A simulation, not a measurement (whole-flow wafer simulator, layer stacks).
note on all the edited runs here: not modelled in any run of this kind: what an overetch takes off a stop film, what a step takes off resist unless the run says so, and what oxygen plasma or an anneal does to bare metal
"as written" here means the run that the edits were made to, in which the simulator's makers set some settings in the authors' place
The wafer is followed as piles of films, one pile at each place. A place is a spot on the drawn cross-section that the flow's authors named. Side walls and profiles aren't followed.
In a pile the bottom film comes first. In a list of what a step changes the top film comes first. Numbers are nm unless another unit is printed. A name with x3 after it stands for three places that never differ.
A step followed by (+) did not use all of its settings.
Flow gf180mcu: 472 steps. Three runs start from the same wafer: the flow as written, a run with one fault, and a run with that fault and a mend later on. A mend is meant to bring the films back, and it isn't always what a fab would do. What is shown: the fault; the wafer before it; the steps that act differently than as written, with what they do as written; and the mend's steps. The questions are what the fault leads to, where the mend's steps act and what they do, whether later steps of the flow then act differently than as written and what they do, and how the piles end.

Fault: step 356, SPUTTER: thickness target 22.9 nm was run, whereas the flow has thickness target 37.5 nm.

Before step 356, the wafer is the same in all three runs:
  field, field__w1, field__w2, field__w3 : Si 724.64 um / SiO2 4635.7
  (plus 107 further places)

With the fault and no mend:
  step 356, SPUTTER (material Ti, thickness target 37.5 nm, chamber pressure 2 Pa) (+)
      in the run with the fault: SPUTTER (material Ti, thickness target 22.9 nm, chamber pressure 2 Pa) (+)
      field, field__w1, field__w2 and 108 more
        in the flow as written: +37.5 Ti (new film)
        in the run with the fault: +22.9 Ti (new film)
  Later steps of the flow acting differently than as written:
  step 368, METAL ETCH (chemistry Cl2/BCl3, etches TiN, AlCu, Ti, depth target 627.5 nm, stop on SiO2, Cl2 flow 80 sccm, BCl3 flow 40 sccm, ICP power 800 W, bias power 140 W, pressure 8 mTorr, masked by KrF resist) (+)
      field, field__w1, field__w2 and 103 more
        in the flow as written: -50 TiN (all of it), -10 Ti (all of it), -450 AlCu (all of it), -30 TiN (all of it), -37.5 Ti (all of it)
        in the run with the fault: -50 TiN (all of it), -10 Ti (all of it), -450 AlCu (all of it), -30 TiN (all of it), -22.9 Ti (all of it)
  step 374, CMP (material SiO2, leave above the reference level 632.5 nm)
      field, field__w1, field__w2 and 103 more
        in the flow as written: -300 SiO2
        in the run with the fault: -314.6 SiO2
  The piles end different from the flow's at field__w8, contact, m1, m1__w1, m1_nw by more than 2% or 0.5 nm, whichever is larger.
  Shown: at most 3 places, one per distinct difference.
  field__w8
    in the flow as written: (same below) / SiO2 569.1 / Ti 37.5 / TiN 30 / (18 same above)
    in the run with the fault: (same below) / SiO2 569.1 / Ti 22.9 / TiN 30 / (18 same above)
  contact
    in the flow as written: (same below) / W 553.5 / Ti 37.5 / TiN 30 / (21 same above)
    in the run with the fault: (same below) / W 553.5 / Ti 22.9 / TiN 30 / (21 same above)

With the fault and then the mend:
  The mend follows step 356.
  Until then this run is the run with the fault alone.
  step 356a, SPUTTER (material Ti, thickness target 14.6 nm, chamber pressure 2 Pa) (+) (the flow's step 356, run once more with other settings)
      field, field__w1, field__w2 and 108 more
        +14.6 Ti
  Every later step of the flow that is run acts as written at every place that is followed.
  The piles end the same as the flow's at every place that both follow.
